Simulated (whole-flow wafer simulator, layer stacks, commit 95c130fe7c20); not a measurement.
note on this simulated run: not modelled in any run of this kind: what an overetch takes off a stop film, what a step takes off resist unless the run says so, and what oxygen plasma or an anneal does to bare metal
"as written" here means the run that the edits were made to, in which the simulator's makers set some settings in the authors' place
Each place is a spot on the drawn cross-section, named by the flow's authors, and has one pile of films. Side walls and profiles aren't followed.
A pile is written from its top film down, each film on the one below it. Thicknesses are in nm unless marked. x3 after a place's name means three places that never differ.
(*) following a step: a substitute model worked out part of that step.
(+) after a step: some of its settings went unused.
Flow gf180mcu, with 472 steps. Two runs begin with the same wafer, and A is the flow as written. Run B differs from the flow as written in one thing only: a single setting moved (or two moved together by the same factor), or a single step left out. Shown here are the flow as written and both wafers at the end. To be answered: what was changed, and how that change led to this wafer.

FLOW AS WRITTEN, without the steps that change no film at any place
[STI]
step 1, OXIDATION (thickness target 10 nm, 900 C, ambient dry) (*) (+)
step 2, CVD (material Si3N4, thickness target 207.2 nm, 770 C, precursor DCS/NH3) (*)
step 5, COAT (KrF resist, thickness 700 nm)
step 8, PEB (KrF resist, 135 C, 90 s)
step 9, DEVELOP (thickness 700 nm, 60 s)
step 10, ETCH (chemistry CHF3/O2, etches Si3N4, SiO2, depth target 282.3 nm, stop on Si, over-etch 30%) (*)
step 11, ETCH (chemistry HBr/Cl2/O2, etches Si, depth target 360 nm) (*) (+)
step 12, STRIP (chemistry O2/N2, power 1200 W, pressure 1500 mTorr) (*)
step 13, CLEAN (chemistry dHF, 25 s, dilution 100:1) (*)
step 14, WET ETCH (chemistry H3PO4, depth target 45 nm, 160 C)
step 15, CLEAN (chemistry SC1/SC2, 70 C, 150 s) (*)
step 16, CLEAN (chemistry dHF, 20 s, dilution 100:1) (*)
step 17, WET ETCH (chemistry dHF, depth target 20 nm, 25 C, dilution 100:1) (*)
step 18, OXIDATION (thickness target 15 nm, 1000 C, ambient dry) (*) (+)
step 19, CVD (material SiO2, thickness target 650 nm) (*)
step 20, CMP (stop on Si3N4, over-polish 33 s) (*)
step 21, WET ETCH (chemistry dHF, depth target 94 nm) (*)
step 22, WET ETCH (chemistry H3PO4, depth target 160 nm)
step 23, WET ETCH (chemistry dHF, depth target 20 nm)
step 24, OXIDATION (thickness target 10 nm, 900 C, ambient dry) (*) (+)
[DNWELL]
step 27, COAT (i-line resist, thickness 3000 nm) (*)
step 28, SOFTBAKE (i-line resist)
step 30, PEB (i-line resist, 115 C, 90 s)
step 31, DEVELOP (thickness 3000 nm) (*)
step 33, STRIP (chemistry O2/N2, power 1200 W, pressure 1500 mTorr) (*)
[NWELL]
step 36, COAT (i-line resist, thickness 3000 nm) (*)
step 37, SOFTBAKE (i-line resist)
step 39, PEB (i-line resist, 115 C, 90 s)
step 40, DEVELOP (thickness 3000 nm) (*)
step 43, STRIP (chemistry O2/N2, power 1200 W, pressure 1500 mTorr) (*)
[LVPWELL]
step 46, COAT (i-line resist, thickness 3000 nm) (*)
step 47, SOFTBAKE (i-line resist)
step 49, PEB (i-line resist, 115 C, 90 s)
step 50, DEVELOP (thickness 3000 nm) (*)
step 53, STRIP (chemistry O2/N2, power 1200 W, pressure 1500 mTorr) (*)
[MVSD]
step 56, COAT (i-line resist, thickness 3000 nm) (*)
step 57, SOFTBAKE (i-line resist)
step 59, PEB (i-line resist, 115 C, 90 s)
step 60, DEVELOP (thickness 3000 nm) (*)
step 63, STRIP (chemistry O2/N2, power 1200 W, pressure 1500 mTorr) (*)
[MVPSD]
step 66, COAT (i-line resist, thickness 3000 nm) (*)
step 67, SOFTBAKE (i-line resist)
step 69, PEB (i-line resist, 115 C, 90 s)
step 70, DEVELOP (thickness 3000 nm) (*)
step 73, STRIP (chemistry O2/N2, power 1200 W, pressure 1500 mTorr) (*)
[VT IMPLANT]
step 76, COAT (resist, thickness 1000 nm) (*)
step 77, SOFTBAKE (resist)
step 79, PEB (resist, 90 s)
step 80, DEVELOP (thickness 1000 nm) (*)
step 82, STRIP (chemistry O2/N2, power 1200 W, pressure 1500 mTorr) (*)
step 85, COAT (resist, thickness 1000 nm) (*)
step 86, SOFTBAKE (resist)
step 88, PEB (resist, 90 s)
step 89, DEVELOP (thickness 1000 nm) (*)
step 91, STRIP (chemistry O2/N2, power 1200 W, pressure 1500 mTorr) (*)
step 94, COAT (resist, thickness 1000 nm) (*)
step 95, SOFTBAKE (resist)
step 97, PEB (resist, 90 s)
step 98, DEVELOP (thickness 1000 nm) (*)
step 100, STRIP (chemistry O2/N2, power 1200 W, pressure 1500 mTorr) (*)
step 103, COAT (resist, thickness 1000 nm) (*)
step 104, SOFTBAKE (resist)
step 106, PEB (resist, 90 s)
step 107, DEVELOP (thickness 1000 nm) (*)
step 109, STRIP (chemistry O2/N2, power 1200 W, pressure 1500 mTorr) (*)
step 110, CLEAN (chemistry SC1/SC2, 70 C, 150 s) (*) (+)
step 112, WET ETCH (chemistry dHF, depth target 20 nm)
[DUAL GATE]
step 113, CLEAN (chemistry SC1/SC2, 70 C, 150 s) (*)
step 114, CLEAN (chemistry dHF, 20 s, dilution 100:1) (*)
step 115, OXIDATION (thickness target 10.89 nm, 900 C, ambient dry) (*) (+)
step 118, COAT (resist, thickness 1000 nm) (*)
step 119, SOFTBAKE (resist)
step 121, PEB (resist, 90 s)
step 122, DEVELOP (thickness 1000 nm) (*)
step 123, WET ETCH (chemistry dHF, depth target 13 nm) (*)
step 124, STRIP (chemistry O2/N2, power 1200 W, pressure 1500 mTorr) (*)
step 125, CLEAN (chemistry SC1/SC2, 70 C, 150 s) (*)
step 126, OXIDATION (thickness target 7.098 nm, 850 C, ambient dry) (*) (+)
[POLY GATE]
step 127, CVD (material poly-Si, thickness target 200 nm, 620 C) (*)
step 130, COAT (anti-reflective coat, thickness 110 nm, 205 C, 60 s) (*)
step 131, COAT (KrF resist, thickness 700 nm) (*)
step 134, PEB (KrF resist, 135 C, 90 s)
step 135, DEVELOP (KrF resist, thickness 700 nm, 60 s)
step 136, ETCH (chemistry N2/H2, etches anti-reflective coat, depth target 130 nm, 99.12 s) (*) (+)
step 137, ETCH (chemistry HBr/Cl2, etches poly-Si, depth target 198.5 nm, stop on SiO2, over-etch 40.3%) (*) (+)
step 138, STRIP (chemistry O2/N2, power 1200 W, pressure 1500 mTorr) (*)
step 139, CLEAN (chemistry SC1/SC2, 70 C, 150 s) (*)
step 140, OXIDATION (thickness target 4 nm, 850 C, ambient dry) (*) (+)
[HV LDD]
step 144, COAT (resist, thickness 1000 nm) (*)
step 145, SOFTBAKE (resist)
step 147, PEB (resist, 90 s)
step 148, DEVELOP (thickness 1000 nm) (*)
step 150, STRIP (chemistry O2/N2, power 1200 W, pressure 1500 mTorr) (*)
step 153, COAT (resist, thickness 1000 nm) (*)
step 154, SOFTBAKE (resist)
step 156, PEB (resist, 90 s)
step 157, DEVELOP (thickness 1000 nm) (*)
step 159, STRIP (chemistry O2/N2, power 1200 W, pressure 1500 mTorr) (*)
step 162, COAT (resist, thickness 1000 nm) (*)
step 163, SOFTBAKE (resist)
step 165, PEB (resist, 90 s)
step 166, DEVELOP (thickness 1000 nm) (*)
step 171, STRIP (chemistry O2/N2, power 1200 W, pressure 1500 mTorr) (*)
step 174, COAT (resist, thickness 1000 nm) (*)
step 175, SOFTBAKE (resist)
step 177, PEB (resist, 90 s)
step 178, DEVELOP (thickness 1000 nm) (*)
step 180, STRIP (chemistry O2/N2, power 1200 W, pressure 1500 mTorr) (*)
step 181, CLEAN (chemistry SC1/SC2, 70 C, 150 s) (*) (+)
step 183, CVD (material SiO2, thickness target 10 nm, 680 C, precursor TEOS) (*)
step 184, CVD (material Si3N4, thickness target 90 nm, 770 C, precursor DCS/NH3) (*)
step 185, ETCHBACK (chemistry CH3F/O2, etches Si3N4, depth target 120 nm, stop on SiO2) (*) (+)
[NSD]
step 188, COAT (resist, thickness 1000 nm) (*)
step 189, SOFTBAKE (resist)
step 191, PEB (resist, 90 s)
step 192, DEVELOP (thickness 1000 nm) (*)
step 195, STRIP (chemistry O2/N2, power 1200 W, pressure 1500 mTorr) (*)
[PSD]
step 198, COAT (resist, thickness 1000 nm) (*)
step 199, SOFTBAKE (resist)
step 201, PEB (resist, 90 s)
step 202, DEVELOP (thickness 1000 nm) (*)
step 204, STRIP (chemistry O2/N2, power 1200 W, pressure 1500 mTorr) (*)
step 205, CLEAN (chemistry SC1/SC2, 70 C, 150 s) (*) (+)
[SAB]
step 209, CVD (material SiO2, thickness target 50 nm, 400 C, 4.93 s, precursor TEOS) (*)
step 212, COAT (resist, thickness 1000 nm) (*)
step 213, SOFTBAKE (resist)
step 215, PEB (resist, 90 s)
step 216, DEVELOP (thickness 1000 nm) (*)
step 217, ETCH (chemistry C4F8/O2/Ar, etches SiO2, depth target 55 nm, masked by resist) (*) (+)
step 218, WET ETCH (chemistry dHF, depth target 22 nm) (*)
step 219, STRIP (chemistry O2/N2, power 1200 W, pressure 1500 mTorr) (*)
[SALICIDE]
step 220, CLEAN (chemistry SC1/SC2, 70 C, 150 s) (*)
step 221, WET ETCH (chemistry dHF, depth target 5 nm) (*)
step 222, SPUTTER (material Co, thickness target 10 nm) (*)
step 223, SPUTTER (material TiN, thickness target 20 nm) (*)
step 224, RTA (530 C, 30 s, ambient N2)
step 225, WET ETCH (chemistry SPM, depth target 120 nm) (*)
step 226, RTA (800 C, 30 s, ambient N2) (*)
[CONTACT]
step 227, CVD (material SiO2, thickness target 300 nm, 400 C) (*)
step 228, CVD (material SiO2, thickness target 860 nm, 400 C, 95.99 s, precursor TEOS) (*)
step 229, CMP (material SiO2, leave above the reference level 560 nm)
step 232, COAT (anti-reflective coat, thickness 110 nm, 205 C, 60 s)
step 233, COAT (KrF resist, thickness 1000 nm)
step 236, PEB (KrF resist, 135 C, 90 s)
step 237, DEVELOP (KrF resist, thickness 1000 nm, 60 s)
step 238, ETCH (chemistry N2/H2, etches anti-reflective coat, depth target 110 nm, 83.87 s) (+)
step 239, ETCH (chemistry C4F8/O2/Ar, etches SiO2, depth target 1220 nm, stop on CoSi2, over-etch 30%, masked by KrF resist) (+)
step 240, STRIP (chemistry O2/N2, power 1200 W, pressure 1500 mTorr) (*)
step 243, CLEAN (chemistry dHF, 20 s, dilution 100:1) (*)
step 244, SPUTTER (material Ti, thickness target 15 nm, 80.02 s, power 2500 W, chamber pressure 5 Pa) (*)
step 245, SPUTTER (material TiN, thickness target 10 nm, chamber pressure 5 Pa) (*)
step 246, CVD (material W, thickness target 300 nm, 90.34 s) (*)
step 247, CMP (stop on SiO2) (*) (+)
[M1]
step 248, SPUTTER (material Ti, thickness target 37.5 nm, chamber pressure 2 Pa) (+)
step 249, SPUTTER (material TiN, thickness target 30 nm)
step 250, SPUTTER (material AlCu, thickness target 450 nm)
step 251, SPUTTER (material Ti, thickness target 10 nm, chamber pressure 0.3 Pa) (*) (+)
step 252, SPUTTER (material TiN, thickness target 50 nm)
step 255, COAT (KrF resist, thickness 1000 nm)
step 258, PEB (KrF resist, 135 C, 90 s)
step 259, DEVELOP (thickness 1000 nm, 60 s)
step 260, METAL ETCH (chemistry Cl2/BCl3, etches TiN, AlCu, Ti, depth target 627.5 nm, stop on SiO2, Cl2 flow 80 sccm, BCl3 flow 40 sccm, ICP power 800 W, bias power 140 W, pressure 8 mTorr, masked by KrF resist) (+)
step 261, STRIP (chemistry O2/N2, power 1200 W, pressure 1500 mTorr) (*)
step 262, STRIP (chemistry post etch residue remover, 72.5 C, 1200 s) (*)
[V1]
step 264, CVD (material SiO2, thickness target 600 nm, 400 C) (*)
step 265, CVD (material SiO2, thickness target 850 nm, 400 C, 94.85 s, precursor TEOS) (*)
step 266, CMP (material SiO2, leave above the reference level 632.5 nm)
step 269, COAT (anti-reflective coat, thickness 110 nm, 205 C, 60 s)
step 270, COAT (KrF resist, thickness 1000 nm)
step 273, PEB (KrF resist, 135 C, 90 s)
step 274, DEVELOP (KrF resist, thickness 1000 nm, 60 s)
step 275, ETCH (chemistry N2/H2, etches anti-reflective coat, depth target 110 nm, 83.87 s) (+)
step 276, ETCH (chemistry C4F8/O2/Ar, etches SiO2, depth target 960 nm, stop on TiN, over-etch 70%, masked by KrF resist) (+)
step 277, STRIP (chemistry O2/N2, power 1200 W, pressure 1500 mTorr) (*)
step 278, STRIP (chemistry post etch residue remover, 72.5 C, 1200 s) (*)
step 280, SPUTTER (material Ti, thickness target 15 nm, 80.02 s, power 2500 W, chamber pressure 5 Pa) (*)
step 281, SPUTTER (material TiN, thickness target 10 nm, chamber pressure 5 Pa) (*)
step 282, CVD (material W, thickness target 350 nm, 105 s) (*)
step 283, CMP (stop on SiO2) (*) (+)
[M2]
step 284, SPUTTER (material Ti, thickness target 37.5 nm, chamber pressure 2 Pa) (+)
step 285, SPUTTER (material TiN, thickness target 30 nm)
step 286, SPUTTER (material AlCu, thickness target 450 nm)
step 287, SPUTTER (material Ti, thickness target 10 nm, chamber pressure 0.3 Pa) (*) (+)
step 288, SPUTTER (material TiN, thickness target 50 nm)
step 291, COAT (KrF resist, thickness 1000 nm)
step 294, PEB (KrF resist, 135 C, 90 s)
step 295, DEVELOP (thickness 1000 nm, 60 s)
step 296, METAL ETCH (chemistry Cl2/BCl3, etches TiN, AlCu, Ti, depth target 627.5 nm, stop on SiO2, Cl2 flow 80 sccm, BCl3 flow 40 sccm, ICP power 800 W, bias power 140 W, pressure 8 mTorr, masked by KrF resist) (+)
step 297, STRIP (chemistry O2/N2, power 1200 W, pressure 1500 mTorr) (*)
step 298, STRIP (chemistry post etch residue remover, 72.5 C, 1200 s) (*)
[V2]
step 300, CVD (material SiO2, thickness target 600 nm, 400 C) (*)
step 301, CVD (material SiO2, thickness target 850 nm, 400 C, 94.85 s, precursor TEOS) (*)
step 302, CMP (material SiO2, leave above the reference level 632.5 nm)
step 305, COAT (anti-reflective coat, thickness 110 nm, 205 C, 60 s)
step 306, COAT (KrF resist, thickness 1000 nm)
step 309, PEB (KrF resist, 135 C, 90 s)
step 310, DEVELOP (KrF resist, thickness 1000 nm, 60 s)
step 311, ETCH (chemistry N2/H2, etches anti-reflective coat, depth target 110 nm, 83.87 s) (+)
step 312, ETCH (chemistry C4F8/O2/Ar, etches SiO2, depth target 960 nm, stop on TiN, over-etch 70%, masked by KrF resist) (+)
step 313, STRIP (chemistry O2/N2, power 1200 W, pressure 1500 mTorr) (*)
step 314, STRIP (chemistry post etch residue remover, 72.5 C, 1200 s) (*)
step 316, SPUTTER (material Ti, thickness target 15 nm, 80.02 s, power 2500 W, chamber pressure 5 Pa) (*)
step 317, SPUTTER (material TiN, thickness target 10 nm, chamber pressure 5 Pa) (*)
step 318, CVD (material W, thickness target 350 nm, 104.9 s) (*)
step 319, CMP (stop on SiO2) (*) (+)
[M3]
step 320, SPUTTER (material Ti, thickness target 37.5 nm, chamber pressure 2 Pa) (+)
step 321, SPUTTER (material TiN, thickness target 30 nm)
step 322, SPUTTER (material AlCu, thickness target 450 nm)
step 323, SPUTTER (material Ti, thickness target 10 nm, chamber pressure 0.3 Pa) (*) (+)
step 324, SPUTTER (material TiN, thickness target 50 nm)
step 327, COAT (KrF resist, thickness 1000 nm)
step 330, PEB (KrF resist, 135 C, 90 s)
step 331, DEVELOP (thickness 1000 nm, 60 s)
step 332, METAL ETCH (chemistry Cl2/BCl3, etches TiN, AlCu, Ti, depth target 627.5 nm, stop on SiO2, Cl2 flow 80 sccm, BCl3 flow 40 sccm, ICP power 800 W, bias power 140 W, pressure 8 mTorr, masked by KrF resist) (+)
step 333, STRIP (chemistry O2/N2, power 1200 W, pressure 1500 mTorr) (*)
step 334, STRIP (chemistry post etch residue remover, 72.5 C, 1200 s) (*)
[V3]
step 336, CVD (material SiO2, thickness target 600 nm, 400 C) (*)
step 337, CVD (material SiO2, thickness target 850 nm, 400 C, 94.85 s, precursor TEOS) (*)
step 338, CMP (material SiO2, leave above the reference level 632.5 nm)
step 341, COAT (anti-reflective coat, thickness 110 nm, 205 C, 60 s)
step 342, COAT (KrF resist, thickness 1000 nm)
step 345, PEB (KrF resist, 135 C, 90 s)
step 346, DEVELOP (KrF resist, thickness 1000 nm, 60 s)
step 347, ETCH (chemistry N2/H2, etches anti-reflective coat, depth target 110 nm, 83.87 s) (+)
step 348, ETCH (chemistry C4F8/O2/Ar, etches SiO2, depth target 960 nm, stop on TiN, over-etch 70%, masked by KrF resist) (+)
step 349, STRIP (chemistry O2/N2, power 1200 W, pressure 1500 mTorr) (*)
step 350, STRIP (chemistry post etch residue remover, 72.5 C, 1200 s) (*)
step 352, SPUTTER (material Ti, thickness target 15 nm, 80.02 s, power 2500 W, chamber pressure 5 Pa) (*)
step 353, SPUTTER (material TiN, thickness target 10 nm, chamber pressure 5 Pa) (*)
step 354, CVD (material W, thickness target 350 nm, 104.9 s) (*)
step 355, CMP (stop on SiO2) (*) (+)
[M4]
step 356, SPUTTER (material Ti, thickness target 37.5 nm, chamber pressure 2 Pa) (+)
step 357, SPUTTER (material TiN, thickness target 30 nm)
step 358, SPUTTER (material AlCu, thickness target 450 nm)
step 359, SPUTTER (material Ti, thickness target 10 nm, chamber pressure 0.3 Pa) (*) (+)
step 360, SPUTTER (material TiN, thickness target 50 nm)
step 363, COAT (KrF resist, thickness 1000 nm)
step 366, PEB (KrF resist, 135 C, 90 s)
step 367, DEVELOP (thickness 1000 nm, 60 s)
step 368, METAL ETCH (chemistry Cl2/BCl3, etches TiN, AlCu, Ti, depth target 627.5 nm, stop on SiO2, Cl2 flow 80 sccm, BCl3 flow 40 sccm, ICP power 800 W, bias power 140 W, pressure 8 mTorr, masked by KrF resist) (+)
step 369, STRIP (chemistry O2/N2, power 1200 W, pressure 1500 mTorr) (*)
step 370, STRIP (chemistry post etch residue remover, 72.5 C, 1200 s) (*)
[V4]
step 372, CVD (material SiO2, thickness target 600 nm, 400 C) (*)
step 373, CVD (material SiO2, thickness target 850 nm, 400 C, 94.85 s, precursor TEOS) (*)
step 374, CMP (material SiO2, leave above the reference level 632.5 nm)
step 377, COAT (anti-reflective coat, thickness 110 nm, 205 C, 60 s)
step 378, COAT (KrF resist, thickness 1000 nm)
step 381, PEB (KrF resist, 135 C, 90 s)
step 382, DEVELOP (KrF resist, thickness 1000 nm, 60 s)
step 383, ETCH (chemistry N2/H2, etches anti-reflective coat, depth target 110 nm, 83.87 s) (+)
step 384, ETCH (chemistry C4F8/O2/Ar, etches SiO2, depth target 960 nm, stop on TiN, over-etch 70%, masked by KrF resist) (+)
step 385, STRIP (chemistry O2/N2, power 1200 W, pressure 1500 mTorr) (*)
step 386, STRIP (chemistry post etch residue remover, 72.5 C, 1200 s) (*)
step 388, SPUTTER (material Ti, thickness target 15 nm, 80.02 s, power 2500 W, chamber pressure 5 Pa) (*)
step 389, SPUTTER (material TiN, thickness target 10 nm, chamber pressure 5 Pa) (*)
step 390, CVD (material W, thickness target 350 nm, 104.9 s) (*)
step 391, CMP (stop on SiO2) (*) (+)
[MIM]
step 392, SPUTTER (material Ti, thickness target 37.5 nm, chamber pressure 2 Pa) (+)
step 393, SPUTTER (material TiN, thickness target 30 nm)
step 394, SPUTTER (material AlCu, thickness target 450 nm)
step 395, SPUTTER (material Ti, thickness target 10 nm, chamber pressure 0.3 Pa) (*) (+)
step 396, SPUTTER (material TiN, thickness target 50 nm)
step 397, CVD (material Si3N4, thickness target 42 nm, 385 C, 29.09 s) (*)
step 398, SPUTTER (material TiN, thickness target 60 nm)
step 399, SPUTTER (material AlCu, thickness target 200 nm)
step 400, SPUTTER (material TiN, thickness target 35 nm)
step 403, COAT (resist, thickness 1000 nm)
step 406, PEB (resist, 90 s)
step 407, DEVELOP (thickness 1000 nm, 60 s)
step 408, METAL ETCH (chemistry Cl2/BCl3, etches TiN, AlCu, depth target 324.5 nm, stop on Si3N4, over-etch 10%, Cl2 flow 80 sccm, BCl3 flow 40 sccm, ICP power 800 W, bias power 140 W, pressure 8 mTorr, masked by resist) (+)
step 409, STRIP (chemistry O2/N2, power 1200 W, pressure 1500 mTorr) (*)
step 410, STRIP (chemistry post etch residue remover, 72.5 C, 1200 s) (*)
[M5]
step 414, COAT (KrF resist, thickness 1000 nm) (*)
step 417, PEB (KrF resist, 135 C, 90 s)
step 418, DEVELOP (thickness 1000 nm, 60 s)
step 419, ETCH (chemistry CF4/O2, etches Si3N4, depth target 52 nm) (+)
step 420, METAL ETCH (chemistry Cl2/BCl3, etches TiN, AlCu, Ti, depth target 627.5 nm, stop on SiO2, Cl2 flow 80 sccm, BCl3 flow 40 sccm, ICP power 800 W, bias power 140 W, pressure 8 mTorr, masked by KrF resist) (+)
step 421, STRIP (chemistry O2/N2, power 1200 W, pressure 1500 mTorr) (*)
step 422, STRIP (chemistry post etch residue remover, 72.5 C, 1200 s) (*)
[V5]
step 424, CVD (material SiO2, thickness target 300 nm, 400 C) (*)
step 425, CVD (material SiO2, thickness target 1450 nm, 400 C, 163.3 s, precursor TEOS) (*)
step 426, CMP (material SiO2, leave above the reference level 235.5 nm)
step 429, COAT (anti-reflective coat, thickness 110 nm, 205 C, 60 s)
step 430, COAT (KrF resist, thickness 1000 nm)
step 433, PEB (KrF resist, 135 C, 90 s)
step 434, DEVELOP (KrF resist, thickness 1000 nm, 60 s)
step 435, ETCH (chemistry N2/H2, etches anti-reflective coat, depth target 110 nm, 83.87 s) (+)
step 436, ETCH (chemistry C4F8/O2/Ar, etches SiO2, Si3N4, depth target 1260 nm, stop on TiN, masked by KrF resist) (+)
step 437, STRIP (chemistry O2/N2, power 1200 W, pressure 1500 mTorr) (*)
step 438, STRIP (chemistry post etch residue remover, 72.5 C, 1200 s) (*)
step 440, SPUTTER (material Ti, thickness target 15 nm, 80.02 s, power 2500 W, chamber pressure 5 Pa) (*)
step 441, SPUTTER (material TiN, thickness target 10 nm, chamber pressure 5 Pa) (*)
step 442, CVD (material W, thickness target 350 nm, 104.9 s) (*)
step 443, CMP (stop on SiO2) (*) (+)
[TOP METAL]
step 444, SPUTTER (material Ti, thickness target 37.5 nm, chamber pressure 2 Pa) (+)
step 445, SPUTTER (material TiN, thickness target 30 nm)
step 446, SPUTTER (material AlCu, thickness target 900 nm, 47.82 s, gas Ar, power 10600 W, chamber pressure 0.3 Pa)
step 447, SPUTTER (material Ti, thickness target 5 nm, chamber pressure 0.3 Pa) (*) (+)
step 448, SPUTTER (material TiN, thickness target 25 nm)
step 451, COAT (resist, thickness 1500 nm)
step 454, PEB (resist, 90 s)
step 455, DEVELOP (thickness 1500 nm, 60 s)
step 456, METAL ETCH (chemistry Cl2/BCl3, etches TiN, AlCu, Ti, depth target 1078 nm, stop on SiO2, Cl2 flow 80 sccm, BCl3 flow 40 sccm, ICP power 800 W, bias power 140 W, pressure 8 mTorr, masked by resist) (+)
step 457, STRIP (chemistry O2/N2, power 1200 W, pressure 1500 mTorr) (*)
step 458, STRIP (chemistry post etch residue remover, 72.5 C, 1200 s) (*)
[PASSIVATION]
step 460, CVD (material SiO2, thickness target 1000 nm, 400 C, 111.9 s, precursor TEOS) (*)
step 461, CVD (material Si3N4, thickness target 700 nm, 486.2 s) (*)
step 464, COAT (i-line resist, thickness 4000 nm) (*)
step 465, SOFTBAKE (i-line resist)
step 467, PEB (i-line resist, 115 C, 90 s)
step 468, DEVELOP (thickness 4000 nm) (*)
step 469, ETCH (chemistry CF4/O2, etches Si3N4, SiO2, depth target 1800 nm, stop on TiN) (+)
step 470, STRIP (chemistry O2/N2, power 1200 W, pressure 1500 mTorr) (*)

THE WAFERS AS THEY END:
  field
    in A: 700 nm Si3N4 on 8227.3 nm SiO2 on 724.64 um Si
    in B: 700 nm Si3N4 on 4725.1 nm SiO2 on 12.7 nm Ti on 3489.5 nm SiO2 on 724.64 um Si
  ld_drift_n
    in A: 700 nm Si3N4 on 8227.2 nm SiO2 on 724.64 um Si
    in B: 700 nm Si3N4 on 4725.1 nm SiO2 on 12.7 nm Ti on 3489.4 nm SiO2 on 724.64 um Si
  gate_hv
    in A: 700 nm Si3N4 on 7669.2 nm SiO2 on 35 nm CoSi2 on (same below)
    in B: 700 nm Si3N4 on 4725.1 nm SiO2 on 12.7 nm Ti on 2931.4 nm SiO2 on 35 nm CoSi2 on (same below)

What caused this: step 332, METAL ETCH: depth target 564.8 nm was run, while the flow as written has depth target 627.5 nm.

The path from the change to this, step by step:
  step 332, METAL ETCH (chemistry Cl2/BCl3, etches TiN, AlCu, Ti, depth target 627.5 nm, stop on SiO2, Cl2 flow 80 sccm, BCl3 flow 40 sccm, ICP power 800 W, bias power 140 W, pressure 8 mTorr, masked by KrF resist) (+)
      field, field__w1, field__w2 and 103 more: A TiN loses 50 (all of it), Ti loses 10 (all of it), AlCu loses 450 (all of it), TiN loses 30 (all of it), Ti loses 37.5 (all of it) | B TiN loses 50 (all of it), Ti loses 10 (all of it), AlCu loses 450 (all of it), TiN loses 30 (all of it), Ti loses 24.8
      field__w8, contact, m1, m1__w1, m1_nw: A KrF resist loses 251 | B KrF resist loses 225.9
  step 333, STRIP (chemistry O2/N2, power 1200 W, pressure 1500 mTorr) (*)
      field__w8, contact, m1, m1__w1, m1_nw: A KrF resist loses 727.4 (all of it) | B KrF resist loses 752.5 (all of it)
  step 336, CVD (material SiO2, thickness target 600 nm, 400 C) (*)
      field, field__w1, field__w2 and 103 more: A SiO2 gains 600 | B SiO2 gains 600 (new film)
  step 338, CMP (material SiO2, leave above the reference level 632.5 nm)
      field, field__w1, field__w2 and 103 more: A SiO2 loses 300 | B SiO2 loses 312.7
With metal films that touch counted as one body, field has 1 body; the flow as written gives 0 bodies.
With metal films that touch counted as one body, ld_drift_n has 1 body; the flow as written gives 0 bodies.
With metal films that touch counted as one body, gate_hv has 2 bodies (between them, from the top down: SiO2 2931.4); the flow as written gives 1 body.
